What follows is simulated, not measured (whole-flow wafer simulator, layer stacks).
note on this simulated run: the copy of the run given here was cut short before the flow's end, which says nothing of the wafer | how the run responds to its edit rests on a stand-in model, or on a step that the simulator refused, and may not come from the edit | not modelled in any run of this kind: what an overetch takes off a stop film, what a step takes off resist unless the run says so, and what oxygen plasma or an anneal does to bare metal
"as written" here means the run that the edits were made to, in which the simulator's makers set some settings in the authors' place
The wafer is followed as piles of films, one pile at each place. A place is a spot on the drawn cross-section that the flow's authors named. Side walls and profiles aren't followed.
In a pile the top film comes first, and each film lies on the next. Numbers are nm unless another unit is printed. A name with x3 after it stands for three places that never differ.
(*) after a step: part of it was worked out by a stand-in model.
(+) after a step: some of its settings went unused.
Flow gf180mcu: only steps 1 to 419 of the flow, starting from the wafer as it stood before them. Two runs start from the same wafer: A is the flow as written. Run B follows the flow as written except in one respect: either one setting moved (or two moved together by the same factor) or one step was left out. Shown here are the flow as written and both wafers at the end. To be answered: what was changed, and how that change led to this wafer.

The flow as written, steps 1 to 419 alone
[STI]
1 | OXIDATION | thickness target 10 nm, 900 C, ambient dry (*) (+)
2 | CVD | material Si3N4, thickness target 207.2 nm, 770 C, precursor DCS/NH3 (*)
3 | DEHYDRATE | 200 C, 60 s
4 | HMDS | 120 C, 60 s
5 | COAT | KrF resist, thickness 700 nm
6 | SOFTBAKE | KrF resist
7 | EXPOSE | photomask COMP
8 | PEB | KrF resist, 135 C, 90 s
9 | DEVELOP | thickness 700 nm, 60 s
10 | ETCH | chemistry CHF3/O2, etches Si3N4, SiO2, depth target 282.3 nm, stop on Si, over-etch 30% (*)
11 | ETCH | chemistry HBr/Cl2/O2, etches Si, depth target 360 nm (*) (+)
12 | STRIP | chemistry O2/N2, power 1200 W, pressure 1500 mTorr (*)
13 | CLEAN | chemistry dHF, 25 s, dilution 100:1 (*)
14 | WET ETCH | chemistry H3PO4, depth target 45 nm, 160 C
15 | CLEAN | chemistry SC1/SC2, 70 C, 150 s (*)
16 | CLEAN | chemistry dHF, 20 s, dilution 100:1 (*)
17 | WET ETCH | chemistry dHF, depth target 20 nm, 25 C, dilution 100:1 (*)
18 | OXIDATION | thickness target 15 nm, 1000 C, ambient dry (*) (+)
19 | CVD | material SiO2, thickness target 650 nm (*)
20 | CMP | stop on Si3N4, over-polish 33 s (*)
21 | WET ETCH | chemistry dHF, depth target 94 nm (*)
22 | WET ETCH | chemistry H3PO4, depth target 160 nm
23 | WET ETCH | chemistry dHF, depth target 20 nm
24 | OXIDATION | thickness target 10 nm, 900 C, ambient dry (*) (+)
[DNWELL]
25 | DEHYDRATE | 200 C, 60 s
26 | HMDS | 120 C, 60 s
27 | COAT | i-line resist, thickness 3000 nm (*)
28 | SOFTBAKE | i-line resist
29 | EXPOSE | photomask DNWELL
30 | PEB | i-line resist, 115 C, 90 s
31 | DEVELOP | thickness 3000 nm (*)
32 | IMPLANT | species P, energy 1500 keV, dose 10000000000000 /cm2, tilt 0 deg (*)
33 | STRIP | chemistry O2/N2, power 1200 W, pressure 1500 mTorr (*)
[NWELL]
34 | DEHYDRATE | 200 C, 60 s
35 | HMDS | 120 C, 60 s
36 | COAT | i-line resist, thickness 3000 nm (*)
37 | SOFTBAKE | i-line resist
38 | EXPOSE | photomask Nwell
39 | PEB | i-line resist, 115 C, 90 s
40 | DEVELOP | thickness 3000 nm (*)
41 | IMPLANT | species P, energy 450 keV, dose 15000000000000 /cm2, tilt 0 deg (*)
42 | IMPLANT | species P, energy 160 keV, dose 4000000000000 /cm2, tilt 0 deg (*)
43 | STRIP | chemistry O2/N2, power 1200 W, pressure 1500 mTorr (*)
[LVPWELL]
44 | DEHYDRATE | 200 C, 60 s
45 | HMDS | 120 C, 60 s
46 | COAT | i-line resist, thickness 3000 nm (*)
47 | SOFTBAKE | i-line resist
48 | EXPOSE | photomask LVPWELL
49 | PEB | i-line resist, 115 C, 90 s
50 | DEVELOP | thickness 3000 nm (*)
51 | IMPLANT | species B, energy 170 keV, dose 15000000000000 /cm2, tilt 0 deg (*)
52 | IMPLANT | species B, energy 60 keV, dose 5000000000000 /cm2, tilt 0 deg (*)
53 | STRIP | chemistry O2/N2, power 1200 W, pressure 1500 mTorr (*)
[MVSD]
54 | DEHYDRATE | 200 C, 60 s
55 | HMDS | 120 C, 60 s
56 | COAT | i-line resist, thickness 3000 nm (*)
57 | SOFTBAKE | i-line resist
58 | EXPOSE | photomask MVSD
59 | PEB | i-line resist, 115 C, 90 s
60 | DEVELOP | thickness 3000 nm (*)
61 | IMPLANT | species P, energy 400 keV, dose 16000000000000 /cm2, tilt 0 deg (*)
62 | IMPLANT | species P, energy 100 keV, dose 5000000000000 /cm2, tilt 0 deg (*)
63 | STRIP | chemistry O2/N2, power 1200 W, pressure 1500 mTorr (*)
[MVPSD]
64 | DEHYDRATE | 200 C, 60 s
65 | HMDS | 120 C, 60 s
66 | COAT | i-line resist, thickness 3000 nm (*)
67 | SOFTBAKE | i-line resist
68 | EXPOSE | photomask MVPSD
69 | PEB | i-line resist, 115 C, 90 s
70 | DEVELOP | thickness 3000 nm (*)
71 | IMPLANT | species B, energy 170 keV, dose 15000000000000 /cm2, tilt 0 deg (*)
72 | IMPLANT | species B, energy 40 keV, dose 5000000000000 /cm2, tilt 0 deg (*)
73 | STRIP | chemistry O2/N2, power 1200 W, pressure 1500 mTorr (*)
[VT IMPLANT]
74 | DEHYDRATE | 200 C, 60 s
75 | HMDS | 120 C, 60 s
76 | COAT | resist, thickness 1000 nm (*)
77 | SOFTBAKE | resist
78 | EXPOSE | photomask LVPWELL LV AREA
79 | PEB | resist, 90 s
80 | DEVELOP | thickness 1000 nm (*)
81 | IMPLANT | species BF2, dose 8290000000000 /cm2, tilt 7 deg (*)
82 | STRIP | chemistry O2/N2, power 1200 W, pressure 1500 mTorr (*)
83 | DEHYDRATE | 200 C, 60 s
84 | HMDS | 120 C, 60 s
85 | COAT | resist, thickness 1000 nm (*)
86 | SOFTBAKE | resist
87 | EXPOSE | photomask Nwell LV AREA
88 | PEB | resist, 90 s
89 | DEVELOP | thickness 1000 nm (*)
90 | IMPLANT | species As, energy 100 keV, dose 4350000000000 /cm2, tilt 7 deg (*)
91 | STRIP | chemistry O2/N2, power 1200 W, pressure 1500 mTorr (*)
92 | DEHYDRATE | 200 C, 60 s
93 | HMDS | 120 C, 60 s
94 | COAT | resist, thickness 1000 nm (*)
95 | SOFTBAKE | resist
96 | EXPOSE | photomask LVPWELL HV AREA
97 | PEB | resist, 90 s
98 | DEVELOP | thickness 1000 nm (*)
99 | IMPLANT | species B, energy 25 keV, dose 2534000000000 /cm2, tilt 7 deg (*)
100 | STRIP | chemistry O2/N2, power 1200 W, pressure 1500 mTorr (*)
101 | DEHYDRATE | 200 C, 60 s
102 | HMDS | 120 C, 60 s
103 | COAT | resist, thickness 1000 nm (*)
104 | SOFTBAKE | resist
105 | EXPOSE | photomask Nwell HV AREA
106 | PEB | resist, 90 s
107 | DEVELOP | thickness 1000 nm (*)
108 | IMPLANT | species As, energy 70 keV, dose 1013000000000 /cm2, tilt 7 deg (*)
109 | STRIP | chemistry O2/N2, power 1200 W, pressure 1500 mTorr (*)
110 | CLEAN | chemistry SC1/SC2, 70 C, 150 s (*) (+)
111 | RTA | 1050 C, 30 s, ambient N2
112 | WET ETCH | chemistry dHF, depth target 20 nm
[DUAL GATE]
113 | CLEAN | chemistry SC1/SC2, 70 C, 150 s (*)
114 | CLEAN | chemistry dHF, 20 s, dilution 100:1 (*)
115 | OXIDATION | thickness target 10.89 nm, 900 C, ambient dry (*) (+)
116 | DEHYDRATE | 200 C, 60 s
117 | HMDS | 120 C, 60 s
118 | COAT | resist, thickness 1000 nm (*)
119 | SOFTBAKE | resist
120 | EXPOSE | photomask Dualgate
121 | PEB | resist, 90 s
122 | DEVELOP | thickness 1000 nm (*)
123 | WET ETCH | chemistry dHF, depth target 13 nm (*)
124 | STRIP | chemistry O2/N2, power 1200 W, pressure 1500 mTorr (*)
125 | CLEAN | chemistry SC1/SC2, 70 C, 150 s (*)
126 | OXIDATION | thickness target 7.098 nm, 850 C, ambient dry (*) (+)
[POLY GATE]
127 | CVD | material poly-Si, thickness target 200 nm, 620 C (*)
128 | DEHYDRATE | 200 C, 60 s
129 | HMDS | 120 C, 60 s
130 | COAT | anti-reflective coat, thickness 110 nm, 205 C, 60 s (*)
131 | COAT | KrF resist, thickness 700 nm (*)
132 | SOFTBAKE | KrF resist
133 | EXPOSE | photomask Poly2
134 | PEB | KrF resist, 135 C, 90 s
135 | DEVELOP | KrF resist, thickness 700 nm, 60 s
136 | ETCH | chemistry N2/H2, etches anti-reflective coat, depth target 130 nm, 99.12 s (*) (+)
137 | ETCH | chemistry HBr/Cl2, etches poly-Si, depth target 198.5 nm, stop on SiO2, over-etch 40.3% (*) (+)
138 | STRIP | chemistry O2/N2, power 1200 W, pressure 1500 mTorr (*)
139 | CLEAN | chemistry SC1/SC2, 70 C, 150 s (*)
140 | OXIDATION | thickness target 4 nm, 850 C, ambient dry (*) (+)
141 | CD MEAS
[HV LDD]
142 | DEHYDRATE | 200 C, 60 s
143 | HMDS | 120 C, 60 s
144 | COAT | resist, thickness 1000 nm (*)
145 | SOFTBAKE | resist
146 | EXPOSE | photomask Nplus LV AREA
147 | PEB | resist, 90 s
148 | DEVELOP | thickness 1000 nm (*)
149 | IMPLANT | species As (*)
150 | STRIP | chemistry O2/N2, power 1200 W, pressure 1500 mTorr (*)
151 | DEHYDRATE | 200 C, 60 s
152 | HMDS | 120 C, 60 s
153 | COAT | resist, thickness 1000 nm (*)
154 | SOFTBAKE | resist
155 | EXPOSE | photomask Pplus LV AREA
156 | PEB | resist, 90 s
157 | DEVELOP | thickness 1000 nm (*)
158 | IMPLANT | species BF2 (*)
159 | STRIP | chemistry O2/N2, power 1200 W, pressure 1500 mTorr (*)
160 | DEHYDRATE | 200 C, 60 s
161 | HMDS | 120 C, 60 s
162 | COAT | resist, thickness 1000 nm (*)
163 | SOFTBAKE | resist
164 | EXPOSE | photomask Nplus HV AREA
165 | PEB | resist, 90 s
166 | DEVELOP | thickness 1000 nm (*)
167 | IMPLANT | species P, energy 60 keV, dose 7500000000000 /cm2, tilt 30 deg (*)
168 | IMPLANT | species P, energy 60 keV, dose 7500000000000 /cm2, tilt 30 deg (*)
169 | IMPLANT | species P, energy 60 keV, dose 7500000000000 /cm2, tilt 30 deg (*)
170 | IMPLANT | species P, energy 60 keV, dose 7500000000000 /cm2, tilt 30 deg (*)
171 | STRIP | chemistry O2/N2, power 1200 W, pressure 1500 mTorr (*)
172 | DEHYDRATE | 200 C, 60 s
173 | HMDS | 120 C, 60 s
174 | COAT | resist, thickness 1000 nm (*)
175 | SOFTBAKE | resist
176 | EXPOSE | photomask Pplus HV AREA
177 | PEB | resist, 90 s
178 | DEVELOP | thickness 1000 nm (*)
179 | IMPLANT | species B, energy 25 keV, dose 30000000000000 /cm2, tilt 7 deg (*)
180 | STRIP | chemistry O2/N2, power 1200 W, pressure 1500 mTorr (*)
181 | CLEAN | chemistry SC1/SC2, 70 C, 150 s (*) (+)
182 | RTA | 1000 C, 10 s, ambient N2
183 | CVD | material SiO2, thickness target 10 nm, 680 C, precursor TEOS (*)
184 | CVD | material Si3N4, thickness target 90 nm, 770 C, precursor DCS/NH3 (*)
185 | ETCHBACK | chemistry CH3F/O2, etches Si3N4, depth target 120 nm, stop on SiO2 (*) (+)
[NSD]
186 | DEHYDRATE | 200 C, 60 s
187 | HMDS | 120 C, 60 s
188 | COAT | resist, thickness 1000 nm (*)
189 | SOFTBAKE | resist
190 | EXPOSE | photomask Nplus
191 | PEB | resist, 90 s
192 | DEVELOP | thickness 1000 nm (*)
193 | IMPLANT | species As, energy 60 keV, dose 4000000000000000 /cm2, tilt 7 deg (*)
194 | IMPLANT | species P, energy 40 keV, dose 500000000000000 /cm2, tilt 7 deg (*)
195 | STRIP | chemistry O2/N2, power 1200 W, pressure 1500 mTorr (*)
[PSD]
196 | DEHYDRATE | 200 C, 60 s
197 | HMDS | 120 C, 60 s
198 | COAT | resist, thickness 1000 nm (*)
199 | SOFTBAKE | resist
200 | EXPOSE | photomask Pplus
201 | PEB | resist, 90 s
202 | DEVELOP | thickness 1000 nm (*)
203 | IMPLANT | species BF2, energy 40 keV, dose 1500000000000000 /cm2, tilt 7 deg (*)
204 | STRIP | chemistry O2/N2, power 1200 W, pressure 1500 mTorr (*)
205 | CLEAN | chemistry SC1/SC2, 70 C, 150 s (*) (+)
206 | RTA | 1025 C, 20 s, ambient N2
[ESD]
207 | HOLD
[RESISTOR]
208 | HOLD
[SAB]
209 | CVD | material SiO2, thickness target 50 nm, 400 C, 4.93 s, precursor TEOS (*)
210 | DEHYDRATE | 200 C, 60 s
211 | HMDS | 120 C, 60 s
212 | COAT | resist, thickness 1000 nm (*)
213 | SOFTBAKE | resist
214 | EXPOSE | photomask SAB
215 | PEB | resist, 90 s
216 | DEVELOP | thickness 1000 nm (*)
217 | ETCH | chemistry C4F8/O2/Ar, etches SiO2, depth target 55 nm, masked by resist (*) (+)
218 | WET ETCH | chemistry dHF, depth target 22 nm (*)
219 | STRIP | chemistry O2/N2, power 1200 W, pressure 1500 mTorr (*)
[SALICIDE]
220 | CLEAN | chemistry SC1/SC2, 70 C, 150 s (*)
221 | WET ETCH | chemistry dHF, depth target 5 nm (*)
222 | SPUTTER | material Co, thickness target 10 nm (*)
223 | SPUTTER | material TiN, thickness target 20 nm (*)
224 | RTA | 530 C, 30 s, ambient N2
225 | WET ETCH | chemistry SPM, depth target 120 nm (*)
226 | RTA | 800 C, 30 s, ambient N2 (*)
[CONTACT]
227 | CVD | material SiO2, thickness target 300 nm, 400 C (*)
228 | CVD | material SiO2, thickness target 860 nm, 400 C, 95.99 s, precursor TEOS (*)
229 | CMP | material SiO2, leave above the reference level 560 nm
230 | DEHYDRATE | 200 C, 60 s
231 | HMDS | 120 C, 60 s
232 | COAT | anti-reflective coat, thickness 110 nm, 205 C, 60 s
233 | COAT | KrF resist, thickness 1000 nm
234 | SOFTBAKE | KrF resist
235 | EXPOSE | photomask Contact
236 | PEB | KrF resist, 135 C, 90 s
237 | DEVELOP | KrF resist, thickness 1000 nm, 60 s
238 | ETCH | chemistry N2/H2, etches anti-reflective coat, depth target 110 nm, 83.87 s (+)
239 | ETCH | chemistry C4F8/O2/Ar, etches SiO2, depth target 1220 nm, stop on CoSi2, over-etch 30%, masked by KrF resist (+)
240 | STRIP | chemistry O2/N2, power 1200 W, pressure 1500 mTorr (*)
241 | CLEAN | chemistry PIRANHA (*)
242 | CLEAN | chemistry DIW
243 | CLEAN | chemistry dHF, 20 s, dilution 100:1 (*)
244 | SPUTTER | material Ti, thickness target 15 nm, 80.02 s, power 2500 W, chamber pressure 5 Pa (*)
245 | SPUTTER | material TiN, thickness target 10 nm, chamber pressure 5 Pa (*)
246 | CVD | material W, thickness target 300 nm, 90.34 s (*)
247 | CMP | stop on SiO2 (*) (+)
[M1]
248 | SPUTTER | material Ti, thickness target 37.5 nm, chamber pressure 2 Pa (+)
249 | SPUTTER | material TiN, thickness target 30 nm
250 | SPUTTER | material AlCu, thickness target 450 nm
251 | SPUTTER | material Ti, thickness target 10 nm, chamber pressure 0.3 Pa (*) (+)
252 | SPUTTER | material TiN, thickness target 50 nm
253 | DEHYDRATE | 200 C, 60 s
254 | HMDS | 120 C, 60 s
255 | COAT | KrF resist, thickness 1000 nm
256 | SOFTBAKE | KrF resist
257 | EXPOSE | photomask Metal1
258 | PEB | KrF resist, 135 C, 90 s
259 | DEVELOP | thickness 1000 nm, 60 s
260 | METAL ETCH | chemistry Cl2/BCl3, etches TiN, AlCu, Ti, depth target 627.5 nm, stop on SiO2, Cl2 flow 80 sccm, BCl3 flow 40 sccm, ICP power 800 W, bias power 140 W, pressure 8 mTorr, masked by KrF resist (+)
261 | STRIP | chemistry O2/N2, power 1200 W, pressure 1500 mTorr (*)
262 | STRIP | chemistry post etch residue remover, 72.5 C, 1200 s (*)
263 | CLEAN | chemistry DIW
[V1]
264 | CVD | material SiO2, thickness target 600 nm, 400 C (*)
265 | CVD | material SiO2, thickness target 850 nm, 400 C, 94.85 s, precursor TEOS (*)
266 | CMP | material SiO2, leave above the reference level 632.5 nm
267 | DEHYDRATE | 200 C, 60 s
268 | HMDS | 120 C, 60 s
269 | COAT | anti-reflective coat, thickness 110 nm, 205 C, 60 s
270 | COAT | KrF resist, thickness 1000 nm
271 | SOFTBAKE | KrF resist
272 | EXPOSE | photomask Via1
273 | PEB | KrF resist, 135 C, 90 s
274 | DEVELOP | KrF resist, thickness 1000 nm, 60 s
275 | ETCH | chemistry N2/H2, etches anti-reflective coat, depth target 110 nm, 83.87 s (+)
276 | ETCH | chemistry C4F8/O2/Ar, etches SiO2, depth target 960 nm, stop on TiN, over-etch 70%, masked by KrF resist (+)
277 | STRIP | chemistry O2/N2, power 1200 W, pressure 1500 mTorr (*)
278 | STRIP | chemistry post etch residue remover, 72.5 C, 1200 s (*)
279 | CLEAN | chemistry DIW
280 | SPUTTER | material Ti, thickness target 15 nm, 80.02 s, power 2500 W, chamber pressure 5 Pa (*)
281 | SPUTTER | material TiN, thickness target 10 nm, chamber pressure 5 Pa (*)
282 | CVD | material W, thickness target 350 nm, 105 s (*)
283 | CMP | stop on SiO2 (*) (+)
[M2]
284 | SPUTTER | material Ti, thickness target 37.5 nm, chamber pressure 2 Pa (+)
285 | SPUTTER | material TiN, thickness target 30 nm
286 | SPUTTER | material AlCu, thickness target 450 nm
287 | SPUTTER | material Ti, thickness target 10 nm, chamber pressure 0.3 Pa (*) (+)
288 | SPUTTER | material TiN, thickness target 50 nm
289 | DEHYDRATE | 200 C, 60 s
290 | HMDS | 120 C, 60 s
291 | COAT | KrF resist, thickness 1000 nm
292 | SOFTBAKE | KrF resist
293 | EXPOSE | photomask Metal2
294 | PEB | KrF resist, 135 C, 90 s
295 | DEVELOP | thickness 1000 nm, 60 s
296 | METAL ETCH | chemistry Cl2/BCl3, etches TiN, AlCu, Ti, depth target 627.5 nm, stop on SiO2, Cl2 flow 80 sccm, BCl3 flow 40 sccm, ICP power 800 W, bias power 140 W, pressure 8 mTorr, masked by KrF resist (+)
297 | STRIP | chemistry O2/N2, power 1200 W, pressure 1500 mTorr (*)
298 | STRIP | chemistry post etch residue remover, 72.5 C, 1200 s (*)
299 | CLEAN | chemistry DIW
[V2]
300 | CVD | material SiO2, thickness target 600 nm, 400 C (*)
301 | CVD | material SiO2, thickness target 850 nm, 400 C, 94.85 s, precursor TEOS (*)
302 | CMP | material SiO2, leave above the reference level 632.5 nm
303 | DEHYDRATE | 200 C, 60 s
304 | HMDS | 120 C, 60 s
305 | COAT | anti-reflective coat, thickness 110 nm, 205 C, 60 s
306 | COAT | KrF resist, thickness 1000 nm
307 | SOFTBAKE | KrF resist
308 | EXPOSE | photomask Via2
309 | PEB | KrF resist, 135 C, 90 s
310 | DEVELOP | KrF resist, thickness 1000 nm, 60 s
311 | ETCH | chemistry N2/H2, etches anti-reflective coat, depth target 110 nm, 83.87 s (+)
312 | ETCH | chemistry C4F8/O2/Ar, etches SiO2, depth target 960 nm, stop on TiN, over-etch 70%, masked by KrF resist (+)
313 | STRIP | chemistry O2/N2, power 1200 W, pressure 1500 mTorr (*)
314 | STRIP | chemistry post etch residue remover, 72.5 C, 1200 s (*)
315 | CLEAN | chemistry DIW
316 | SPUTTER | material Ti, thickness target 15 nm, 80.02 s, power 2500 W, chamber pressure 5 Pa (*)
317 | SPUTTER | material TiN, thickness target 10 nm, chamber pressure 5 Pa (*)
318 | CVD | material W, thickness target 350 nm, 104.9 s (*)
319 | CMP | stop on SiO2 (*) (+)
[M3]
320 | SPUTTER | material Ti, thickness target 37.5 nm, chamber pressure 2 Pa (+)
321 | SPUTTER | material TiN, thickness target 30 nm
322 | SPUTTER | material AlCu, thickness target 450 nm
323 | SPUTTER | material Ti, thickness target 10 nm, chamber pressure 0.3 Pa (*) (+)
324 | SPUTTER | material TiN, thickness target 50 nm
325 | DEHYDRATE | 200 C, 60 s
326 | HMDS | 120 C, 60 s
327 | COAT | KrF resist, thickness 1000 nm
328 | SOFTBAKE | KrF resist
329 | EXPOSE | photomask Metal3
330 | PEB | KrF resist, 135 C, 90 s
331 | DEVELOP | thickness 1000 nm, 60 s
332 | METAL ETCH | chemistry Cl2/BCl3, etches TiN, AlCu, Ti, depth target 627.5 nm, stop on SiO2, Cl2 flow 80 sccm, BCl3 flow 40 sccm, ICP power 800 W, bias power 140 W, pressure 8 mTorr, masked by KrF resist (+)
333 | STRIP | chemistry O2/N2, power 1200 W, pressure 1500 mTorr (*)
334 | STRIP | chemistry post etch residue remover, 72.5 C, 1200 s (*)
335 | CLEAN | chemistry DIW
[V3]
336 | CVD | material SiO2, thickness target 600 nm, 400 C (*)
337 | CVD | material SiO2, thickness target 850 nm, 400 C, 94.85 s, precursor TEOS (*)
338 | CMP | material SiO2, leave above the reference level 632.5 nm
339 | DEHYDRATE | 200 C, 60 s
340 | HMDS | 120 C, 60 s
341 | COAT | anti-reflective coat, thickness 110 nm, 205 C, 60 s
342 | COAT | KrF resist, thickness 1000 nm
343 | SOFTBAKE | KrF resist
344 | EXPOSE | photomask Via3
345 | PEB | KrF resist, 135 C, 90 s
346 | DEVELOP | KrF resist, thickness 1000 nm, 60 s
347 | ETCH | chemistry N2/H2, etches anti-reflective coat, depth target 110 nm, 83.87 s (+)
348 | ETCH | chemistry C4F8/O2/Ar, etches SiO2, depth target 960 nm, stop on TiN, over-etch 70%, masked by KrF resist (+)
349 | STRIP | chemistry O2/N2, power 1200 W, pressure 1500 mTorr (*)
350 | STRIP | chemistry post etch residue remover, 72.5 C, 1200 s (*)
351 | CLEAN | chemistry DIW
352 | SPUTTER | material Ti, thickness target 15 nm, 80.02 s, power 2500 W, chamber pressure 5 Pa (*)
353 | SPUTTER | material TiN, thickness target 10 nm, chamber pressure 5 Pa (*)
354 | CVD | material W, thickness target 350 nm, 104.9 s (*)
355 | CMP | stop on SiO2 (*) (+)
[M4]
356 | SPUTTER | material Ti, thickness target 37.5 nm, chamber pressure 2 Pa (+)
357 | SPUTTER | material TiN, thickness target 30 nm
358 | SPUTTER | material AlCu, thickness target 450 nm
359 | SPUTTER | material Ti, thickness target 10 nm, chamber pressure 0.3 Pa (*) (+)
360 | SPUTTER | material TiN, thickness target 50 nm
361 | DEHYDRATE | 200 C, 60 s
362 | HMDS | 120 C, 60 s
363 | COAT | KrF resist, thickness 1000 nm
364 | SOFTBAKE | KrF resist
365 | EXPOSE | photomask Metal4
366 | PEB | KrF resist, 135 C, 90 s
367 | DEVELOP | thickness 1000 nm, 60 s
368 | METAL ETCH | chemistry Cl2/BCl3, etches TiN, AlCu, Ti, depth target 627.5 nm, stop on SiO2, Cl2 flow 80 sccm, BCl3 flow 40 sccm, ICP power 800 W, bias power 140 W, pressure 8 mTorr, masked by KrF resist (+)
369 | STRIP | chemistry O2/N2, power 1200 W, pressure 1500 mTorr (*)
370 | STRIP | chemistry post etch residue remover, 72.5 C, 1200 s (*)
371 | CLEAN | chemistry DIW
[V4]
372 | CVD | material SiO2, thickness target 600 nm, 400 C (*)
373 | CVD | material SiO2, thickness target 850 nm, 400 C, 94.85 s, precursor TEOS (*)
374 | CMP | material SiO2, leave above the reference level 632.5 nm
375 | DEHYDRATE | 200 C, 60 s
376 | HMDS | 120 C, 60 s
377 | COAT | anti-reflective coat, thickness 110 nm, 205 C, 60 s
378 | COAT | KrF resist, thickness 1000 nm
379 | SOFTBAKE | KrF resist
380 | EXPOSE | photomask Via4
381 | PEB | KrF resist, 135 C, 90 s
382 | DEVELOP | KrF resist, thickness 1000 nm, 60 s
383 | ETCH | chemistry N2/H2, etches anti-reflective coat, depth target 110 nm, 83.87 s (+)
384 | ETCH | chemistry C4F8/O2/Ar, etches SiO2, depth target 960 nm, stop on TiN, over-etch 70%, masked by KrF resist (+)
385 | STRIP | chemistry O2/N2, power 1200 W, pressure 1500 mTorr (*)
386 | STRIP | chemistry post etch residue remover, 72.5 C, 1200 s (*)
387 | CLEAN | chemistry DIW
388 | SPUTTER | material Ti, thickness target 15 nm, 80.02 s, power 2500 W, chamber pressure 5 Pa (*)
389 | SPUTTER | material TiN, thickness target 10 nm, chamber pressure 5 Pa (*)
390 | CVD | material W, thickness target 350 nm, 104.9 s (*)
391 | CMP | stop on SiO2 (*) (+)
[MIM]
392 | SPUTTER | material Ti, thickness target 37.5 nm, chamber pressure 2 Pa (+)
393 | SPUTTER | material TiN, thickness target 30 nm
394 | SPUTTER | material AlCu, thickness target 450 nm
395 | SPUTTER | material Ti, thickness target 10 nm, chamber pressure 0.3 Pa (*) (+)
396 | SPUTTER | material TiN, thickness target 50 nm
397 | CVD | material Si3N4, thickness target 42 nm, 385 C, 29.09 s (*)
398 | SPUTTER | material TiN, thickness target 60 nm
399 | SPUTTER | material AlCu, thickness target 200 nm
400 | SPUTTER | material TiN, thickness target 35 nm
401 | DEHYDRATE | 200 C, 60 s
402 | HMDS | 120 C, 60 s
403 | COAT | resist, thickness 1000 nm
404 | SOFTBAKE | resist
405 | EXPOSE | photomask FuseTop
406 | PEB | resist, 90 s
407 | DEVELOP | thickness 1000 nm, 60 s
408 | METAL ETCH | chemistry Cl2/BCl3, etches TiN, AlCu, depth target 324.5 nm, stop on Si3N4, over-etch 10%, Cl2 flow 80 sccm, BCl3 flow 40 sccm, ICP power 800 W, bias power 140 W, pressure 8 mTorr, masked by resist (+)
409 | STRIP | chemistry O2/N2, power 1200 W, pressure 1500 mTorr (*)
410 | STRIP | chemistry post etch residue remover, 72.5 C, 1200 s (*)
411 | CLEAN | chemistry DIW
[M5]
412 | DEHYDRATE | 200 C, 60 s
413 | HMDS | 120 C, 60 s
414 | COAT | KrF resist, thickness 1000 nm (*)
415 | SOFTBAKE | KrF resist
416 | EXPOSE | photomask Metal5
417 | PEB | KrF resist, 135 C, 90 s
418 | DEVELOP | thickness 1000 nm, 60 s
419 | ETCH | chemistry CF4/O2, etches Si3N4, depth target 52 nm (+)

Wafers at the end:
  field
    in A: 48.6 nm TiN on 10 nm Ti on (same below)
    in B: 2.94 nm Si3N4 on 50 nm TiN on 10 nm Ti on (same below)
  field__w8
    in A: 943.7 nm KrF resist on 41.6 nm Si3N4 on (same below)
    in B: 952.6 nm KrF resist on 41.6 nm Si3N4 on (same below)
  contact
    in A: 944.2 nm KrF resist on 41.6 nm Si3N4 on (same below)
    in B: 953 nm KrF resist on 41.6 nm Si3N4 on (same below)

What caused this: step 419, ETCH: depth target 38.7 nm was run, while the flow as written has depth target 52 nm.

Step by step, how the change led to this:
  419 | ETCH | chemistry CF4/O2, etches Si3N4, depth target 52 nm (+)
      field, field__w1, field__w2 and 101 more: A Si3N4 loses 41.6 (all of it), TiN loses 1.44 | B Si3N4 loses 38.7
      field__w4, field__w8, contact, m1, m1__w1, mim, mim_1p0, m1_nw: A KrF resist loses 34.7 | B KrF resist loses 25.8
